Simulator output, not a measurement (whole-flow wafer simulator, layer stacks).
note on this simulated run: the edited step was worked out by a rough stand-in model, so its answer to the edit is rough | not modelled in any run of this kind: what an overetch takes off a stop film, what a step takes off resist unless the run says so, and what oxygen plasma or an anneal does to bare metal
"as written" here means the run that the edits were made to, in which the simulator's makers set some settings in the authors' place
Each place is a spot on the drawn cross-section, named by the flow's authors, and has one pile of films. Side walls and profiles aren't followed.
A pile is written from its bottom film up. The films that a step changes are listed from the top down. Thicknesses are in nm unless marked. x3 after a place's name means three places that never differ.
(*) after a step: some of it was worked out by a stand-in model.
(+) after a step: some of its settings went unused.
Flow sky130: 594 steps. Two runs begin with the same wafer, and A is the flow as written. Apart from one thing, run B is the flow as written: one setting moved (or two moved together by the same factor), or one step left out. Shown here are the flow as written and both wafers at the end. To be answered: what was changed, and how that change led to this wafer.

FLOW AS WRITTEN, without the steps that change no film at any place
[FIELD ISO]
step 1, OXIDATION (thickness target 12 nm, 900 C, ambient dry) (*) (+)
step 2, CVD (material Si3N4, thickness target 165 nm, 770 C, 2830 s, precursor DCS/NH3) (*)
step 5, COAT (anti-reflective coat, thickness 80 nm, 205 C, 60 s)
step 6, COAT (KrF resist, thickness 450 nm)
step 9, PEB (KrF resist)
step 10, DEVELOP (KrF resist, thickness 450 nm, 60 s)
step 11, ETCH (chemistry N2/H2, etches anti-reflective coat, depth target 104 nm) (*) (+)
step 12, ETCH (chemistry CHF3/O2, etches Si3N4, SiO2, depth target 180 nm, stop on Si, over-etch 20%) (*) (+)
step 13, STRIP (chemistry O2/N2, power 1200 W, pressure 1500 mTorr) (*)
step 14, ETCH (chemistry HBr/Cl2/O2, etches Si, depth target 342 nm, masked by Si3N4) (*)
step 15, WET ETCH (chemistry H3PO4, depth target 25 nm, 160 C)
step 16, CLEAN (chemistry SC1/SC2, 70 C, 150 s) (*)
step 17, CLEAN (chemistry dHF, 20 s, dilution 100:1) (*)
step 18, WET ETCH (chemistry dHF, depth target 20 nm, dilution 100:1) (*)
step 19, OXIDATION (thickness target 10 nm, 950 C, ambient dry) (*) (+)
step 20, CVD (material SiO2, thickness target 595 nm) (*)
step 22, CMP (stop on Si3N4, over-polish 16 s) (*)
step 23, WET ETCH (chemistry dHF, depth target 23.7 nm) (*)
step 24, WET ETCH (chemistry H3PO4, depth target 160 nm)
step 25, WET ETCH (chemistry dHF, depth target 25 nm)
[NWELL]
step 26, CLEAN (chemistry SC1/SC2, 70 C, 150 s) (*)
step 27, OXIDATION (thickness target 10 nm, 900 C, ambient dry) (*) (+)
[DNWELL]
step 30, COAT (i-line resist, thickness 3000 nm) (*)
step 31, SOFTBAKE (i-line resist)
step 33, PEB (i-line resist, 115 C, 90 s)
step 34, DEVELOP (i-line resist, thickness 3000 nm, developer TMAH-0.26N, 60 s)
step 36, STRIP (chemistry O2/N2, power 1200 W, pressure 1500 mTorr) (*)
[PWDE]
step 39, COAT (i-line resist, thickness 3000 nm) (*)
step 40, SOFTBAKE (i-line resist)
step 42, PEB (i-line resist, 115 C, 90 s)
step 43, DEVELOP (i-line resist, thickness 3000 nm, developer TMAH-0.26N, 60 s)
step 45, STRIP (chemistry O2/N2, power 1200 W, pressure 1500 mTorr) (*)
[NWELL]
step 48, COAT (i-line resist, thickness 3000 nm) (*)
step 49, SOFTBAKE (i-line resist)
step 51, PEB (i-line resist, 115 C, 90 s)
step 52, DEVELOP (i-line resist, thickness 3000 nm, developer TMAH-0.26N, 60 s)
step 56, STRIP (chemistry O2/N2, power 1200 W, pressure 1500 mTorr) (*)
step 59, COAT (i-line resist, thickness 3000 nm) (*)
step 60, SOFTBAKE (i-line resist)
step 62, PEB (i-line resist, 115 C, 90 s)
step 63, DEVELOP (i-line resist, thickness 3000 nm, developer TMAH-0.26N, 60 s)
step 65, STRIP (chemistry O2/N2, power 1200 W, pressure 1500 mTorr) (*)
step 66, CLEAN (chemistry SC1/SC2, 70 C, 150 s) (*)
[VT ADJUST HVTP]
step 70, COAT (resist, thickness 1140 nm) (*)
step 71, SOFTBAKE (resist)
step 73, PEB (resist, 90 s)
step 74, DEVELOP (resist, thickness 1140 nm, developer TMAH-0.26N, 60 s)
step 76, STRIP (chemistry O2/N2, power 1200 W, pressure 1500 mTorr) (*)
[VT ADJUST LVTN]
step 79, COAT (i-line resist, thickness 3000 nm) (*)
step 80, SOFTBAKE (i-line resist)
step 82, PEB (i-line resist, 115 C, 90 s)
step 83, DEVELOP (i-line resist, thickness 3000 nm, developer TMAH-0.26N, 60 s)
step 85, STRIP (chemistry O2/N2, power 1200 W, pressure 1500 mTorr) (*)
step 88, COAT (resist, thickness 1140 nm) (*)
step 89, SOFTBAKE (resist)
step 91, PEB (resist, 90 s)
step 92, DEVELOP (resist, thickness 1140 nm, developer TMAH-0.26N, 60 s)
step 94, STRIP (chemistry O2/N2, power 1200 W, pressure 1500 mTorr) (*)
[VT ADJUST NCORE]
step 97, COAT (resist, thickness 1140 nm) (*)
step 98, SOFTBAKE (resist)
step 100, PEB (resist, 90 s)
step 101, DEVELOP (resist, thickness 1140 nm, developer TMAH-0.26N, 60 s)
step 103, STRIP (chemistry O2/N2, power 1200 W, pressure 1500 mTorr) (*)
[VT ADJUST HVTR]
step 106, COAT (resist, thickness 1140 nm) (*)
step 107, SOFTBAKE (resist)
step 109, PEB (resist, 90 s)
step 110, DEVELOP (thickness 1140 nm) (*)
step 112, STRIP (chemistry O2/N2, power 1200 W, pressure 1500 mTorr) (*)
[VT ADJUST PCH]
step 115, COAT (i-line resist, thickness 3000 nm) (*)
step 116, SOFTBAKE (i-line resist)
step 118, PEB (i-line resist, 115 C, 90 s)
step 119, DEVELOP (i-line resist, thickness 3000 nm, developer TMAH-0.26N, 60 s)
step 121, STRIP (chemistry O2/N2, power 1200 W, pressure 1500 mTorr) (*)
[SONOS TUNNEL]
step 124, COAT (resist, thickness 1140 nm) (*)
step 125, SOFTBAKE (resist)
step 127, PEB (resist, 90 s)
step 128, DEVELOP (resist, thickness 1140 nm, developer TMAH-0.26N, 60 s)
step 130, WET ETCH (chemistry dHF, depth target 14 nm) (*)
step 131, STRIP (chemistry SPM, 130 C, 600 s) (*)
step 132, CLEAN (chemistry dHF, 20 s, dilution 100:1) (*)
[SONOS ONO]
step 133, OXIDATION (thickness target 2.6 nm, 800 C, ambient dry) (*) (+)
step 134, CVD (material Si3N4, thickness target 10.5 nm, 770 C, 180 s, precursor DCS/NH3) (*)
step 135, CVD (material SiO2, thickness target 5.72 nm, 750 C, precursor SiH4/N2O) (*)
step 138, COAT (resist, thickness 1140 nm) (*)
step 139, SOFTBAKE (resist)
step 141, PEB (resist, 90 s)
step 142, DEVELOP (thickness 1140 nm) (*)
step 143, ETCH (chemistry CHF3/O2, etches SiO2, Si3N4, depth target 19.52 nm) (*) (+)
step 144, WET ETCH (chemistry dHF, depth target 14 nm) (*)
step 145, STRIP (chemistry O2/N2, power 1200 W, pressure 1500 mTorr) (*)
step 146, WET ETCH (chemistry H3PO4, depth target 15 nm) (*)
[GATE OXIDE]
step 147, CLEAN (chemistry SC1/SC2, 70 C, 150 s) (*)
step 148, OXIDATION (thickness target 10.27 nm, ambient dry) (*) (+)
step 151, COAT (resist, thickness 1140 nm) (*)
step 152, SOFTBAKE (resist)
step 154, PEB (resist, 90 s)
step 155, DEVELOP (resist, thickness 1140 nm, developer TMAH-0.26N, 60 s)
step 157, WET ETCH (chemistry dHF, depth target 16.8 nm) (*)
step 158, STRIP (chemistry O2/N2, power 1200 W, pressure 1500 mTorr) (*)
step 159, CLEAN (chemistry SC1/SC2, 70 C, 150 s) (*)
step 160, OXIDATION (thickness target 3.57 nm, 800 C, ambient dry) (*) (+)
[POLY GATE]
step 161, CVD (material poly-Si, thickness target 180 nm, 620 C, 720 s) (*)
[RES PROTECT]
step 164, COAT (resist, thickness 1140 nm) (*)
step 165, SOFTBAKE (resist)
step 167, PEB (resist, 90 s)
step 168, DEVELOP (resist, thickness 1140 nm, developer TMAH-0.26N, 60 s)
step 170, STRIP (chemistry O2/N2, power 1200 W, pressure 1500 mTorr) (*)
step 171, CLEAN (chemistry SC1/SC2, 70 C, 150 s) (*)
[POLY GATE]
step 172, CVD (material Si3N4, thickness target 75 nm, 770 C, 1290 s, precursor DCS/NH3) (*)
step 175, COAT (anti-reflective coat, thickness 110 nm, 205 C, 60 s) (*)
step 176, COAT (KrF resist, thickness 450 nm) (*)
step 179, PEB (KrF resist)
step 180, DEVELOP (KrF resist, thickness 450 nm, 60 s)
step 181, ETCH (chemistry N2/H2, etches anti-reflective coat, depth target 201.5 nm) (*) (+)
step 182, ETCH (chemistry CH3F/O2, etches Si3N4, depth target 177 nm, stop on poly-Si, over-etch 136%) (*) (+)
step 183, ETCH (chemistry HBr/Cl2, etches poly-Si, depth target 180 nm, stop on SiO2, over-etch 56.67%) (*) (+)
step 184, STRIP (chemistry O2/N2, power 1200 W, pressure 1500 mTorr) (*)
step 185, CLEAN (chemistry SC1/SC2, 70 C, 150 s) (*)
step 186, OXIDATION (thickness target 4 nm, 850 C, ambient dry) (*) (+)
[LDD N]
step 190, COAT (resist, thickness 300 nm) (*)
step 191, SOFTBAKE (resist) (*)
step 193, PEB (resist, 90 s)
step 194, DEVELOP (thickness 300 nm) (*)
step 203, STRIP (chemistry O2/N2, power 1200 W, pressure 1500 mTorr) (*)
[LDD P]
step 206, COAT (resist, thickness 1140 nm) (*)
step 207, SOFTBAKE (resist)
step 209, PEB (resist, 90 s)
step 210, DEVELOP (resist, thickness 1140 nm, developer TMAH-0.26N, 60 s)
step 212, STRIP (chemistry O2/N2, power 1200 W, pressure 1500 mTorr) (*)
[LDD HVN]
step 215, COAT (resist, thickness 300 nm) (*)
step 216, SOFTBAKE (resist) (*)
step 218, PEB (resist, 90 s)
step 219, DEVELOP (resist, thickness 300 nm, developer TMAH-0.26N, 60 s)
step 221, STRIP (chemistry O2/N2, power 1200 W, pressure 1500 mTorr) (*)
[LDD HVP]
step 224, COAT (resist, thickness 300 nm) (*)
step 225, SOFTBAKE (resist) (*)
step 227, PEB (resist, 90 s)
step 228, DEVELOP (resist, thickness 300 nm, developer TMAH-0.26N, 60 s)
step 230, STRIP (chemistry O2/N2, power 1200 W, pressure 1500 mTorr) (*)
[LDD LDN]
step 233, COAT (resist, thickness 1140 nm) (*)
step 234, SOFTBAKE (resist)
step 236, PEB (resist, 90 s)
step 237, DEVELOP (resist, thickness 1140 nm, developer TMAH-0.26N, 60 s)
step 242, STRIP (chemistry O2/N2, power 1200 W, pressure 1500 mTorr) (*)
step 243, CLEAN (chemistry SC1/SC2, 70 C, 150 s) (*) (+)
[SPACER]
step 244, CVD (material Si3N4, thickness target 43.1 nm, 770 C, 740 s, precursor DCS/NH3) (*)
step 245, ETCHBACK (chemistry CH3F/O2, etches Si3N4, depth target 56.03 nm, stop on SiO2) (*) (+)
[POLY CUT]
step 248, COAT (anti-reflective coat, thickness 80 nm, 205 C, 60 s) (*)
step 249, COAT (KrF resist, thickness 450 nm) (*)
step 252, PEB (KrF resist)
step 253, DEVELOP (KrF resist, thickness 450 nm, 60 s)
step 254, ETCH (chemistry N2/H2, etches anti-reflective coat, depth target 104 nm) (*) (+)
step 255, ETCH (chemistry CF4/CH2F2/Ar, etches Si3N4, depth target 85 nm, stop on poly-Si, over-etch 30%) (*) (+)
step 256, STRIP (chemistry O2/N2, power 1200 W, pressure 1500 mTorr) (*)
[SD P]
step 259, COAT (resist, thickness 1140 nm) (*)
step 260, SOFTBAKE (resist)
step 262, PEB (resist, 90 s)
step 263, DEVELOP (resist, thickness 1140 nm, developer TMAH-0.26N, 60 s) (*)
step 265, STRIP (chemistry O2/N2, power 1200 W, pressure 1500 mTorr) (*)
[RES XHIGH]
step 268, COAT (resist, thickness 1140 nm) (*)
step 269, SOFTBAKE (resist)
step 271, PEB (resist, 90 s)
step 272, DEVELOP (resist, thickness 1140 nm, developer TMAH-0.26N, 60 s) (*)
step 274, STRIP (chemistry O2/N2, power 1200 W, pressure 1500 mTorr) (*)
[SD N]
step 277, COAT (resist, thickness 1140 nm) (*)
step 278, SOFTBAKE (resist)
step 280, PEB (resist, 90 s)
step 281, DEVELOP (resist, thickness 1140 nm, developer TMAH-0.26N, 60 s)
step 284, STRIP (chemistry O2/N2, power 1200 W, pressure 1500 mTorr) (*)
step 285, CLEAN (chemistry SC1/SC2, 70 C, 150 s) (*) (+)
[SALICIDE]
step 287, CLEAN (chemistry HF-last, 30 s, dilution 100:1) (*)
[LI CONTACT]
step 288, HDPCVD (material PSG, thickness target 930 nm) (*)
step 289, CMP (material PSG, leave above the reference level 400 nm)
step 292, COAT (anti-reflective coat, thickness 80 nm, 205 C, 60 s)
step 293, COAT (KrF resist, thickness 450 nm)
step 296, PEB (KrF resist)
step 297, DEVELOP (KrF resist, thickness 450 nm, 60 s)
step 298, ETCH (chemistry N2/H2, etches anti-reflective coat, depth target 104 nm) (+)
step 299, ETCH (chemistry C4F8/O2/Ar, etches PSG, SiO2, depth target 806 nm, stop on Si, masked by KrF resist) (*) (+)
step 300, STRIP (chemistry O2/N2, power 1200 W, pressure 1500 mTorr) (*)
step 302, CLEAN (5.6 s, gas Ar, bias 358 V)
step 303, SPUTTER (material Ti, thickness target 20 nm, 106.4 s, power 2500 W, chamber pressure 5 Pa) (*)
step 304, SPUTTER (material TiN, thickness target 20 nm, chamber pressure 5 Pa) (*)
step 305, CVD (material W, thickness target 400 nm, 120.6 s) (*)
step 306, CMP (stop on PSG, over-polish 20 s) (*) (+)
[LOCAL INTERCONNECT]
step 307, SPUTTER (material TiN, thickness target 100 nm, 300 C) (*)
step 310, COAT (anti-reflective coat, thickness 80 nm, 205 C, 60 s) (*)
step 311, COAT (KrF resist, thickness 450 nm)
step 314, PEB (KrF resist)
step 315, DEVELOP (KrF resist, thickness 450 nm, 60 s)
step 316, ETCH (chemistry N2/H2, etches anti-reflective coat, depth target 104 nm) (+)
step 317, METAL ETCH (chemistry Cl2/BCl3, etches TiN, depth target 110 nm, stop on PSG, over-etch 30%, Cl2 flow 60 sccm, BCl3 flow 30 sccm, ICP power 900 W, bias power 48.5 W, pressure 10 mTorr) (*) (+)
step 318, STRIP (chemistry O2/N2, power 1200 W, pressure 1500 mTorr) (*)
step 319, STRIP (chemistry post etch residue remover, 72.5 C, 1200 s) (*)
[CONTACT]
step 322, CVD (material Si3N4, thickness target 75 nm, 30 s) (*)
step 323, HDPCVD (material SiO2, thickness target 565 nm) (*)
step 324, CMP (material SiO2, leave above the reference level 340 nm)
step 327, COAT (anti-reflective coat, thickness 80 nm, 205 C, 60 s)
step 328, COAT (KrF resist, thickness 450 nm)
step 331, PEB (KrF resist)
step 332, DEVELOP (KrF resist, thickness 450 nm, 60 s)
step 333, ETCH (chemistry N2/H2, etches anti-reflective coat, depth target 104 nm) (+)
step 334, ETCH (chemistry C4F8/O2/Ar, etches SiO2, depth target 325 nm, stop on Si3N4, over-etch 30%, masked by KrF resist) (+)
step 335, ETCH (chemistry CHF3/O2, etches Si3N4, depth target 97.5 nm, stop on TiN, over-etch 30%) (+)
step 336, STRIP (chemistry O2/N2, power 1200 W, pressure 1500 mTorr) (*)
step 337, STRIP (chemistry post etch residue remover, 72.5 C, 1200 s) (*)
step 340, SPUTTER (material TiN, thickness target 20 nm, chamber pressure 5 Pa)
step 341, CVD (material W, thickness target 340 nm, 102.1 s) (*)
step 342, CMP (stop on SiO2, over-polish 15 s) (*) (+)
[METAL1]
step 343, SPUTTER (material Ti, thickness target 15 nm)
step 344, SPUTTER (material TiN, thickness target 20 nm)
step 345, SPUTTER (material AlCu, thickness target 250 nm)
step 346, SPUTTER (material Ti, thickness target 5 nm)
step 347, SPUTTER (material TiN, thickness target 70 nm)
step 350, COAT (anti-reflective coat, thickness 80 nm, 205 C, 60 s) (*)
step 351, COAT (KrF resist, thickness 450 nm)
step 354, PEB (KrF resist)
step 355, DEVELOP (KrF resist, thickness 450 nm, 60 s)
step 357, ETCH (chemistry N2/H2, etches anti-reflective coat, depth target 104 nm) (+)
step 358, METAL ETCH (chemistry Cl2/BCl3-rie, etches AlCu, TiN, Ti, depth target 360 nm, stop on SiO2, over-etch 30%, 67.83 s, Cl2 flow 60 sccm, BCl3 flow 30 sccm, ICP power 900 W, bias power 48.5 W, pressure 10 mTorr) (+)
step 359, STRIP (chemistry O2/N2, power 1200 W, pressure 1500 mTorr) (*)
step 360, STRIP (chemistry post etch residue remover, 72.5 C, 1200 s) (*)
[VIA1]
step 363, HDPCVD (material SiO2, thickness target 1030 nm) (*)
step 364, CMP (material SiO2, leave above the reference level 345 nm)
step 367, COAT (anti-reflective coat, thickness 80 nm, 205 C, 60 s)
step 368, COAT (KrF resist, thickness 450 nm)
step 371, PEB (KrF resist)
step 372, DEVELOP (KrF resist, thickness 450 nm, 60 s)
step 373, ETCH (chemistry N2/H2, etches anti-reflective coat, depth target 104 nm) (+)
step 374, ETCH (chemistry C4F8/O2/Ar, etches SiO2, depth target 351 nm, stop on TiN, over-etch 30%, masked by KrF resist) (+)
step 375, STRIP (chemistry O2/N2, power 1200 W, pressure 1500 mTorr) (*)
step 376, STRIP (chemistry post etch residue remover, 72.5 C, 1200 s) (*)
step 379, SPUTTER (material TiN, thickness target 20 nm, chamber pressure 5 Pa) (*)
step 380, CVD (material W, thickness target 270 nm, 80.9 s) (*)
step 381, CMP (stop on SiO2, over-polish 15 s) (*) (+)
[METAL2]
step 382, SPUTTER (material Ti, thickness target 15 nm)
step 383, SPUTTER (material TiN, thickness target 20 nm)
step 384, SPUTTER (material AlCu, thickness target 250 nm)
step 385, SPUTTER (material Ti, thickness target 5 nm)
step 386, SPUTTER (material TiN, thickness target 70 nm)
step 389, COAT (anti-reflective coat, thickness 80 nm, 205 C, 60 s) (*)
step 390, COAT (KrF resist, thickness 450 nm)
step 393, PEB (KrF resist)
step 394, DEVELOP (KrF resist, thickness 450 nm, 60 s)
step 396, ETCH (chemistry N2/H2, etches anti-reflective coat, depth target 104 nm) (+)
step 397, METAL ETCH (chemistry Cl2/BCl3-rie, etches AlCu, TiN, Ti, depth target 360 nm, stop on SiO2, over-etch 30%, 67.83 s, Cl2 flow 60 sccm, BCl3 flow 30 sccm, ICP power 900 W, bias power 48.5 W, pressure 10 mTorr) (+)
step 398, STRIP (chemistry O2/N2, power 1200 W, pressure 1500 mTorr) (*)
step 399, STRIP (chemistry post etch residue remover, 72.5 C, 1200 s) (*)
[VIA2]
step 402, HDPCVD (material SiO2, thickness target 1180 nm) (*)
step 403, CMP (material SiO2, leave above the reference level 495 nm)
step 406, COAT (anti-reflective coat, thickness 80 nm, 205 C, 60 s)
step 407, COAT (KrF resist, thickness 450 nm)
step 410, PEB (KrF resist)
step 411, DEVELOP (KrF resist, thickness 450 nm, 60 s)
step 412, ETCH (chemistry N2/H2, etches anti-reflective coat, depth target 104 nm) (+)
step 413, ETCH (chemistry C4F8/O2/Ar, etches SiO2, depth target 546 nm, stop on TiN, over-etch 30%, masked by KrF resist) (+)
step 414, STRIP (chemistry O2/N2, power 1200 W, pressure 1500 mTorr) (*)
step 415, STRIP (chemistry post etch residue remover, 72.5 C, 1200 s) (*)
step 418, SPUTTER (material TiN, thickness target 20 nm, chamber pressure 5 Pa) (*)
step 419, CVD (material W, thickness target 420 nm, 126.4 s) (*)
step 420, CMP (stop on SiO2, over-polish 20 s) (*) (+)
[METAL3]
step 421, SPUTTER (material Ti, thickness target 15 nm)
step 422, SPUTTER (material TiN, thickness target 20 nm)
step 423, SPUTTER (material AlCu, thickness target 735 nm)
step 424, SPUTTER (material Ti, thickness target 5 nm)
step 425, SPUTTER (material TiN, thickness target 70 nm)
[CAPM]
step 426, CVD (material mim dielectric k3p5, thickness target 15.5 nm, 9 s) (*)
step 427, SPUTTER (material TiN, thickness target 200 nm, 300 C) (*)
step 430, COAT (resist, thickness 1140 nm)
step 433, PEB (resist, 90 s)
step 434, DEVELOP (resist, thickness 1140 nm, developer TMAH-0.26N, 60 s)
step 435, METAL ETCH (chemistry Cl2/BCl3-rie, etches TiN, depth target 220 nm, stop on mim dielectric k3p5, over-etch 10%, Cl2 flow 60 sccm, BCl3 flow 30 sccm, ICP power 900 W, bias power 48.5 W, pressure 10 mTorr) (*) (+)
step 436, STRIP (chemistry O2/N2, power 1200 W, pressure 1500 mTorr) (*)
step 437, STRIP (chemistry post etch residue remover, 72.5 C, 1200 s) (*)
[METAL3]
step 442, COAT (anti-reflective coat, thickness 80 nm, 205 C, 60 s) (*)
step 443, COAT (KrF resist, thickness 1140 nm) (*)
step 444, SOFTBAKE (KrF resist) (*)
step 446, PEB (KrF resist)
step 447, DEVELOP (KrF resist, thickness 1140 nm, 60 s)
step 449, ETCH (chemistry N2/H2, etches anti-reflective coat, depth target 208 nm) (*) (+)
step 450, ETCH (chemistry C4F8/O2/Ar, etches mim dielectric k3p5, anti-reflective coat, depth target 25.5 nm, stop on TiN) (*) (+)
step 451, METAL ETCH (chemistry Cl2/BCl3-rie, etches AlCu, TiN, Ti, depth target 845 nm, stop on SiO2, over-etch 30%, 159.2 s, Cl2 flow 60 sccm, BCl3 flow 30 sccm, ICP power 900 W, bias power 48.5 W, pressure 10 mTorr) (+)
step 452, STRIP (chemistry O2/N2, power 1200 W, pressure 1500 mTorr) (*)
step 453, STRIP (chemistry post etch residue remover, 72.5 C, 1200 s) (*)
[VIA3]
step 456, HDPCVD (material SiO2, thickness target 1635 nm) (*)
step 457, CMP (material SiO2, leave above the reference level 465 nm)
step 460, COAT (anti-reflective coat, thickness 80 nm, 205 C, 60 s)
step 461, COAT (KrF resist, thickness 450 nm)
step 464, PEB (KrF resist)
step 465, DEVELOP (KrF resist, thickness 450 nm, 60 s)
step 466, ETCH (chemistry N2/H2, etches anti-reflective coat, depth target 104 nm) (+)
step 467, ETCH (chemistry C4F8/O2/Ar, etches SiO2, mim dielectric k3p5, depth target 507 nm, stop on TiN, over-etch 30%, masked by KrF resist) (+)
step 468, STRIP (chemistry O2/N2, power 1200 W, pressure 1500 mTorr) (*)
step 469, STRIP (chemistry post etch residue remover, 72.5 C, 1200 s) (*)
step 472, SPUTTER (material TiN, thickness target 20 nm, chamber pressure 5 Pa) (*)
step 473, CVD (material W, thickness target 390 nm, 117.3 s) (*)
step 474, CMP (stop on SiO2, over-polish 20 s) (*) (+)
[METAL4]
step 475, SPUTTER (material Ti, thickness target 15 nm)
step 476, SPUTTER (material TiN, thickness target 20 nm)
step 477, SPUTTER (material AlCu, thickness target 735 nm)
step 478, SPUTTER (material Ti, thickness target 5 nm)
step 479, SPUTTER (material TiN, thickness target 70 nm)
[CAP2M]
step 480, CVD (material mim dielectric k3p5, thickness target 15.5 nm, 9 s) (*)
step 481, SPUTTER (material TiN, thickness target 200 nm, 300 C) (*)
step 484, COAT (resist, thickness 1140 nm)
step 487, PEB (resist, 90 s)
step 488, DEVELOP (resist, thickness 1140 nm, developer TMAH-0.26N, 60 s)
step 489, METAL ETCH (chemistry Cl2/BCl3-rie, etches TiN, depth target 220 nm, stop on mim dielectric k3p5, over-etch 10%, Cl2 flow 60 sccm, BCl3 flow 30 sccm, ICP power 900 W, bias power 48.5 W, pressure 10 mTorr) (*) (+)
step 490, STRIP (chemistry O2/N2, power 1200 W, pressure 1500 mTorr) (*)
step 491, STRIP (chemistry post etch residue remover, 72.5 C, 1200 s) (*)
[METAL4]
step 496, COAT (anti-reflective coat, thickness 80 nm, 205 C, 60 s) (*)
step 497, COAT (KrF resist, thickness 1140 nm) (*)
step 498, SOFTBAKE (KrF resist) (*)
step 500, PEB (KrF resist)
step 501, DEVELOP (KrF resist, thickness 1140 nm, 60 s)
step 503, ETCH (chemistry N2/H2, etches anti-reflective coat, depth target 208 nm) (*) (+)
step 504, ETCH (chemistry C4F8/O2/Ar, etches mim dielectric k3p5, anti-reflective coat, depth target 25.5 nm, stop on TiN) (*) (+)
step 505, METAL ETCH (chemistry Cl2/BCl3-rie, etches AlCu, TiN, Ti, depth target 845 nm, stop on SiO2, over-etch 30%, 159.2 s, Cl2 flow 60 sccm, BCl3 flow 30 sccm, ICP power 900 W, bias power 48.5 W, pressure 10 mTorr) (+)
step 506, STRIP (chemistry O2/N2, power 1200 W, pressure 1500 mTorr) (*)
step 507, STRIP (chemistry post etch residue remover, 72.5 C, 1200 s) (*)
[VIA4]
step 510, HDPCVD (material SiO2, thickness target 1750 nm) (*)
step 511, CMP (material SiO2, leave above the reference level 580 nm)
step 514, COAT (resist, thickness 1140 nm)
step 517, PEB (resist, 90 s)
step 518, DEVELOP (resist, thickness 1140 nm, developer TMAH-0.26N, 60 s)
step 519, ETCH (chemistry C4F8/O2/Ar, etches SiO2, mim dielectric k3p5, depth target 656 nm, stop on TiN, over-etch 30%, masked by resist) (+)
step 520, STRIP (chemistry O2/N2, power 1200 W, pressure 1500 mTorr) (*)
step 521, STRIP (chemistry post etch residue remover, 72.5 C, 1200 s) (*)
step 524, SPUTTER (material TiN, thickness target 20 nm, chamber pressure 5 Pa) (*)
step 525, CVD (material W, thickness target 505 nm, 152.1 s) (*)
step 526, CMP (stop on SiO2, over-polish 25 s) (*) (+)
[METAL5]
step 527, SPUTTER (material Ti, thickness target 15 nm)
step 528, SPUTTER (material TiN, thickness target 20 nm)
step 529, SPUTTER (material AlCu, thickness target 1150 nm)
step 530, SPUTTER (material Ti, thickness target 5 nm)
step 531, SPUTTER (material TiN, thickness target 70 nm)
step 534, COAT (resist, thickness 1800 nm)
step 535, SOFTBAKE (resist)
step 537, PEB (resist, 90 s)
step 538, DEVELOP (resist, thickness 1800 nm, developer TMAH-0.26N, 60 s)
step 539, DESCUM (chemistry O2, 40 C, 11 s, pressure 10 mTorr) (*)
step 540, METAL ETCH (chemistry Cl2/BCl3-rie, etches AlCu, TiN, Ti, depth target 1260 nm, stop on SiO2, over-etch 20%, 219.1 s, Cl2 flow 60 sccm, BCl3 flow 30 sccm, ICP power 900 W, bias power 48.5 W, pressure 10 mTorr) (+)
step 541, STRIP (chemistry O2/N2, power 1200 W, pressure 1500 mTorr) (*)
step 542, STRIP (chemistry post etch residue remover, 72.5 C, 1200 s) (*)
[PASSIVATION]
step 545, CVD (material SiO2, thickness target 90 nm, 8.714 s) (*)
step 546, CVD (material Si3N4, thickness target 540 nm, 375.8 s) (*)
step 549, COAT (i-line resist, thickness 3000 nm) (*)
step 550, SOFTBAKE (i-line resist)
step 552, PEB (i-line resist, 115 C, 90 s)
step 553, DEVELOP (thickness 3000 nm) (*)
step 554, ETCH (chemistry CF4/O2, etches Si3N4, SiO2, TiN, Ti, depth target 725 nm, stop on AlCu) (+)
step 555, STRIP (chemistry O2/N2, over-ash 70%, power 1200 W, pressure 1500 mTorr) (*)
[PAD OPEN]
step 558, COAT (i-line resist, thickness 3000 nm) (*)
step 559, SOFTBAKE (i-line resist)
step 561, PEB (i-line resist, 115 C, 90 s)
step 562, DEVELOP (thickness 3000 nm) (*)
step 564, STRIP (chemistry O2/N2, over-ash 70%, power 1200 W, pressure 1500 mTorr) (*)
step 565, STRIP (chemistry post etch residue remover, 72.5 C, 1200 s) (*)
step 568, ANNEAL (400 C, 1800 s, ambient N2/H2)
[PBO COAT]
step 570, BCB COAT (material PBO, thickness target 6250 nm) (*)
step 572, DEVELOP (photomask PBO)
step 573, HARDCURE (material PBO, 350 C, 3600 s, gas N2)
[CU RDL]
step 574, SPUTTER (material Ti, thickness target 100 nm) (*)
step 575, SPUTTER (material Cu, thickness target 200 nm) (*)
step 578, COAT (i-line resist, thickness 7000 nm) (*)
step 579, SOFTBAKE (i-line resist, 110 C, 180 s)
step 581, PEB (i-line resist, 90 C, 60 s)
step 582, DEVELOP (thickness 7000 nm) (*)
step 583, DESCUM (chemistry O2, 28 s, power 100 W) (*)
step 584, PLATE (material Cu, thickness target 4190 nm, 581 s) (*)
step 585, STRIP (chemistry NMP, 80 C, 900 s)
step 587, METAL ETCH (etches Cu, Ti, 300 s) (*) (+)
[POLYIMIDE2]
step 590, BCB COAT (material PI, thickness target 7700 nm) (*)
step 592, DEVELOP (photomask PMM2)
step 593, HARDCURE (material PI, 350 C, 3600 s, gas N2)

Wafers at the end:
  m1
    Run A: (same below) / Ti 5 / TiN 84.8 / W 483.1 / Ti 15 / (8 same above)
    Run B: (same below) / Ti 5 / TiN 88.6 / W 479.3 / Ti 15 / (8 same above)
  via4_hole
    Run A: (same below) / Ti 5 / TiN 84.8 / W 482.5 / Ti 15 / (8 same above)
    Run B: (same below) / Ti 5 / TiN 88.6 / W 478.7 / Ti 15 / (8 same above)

What caused this: step 524, SPUTTER: thickness target 25 nm was run, whereas the flow has thickness target 20 nm.

The path from the change to this, step by step:
  step 524, SPUTTER (material TiN, thickness target 20 nm, chamber pressure 5 Pa) (*)
      field, active, n_well and 188 more: A TiN gains 20 (new film) | B TiN gains 25 (new film)
      m1, via4_hole: A TiN gains 15.3 | B TiN gains 19.1
  step 526, CMP (stop on SiO2, over-polish 25 s) (*) (+)
      field, active, n_well and 188 more: A W loses 505 (all of it), TiN loses 20 (all of it), SiO2 loses 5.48 | B W loses 505 (all of it), TiN loses 25 (all of it), SiO2 loses 5.48
